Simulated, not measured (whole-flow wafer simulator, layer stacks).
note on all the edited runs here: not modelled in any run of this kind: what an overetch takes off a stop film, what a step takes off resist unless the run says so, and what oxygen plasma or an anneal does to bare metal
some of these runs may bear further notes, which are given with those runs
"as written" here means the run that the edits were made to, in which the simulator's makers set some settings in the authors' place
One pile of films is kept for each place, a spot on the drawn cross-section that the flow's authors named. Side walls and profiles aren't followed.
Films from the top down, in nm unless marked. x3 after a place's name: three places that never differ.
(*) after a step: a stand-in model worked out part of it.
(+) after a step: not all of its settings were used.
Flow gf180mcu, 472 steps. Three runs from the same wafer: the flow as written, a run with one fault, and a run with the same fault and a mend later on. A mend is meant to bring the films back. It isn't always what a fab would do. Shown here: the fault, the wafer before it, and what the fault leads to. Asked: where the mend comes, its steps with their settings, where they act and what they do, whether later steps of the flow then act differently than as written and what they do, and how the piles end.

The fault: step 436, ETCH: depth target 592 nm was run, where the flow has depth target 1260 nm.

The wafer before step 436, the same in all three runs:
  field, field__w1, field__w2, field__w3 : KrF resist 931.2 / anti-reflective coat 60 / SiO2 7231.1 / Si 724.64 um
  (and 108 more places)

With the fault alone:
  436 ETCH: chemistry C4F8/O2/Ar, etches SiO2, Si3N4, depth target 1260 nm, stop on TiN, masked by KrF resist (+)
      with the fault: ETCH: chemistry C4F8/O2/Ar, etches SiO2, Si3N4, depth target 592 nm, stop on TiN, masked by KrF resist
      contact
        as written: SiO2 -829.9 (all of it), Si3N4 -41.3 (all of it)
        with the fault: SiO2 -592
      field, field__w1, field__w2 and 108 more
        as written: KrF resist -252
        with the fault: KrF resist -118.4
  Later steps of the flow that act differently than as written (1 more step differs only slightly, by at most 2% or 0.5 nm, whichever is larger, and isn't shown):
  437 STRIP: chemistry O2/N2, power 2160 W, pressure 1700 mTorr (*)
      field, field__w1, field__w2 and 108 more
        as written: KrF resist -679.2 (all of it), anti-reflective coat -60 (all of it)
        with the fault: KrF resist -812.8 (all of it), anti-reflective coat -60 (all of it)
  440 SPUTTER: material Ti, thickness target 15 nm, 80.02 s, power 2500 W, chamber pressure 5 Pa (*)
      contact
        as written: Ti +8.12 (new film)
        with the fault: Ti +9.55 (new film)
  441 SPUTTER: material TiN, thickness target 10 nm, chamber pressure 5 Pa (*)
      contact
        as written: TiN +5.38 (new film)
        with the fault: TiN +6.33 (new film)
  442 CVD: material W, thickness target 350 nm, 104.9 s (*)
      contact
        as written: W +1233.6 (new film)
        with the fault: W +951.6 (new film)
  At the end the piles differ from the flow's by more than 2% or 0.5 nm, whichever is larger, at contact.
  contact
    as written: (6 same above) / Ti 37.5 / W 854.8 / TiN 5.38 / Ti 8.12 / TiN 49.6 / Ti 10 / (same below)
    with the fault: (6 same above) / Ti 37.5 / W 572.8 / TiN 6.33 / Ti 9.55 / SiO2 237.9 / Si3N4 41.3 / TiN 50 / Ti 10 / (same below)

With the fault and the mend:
  The mend comes after step 436.
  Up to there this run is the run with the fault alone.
  436a ETCH: chemistry C4F8/O2/Ar, etches SiO2, Si3N4, depth target 668 nm, stop on TiN, masked by KrF resist (+) (the flow's step 436 once more, with other settings)
      field, field__w1, field__w2 and 108 more
        KrF resist -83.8
      contact
        SiO2 -237.9 (all of it), Si3N4 -41.3 (all of it)
  Later steps of the flow that act differently than as written:
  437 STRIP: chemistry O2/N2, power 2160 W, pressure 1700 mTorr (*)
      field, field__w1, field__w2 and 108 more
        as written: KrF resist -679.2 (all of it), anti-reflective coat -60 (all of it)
        with the mend: KrF resist -729 (all of it), anti-reflective coat -60 (all of it)
  At the end the piles are the same as the flow's at every place that both follow.
